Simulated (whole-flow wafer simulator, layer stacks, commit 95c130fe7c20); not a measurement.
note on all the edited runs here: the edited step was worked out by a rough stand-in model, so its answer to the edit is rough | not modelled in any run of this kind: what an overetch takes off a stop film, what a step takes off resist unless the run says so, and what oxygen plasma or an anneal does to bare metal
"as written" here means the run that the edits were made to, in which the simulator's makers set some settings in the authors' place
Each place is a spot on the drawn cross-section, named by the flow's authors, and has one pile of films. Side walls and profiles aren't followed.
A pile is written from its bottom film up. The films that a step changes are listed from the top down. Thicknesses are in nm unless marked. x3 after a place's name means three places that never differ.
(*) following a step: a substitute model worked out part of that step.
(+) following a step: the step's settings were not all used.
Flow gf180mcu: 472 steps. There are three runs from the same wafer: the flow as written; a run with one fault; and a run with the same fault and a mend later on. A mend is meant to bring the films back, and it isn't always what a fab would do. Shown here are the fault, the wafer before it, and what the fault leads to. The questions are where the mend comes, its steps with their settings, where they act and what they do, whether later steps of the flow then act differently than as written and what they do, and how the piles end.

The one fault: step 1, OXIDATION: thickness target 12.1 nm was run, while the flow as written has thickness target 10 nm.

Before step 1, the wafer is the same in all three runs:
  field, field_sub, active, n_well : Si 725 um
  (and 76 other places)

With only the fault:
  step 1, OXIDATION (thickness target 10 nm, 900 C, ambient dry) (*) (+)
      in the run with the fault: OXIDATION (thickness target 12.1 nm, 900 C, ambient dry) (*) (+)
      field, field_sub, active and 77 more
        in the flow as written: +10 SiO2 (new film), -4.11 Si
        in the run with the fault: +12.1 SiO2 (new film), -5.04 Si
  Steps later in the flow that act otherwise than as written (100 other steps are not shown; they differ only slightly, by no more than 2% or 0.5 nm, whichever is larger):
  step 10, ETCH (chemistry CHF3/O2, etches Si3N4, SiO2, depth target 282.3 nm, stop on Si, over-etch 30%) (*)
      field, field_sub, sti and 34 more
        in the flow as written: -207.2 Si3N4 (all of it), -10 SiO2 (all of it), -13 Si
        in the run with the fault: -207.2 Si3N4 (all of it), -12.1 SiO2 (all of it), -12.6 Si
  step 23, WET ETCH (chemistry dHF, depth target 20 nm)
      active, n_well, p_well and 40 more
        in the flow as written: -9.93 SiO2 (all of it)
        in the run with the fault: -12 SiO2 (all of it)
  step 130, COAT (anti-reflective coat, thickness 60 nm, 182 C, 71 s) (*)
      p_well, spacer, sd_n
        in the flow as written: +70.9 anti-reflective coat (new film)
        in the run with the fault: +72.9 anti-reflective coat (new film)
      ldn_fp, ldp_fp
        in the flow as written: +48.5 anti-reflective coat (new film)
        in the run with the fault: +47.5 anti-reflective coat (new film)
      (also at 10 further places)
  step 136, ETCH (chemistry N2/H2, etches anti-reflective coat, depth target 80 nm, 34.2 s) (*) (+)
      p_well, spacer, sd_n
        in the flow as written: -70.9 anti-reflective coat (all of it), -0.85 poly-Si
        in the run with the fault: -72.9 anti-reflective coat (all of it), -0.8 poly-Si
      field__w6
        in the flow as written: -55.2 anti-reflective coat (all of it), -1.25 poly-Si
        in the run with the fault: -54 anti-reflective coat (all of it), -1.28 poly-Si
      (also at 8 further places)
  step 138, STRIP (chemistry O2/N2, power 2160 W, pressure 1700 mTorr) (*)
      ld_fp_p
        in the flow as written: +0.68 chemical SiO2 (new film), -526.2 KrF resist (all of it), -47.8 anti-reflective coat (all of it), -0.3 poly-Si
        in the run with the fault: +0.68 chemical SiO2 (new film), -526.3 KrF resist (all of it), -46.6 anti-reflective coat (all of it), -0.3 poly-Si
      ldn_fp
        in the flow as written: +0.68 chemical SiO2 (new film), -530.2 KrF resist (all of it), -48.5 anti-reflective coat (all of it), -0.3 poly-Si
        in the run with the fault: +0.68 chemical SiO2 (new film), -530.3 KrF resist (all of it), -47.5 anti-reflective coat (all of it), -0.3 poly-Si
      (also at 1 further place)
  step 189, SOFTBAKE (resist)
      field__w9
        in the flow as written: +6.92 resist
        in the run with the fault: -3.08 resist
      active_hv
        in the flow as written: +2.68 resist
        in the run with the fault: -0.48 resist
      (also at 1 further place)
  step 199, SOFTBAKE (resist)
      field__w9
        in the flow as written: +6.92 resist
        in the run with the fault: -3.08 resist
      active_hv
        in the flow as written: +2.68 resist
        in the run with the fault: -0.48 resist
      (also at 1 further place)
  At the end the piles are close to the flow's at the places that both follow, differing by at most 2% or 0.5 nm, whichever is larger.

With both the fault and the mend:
  After step 1 comes the mend.
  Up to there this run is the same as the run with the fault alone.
  step 1a, WET ETCH (chemistry dHF, depth target 2.1 nm, 25 C, dilution 100:1)
      field, field_sub, active and 77 more
        -2.1 SiO2
  Later steps of the flow that are run all act as written at every place that is followed.
  At the end the piles are close to the flow's at the places that both follow, differing by at most 2% or 0.5 nm, whichever is larger.
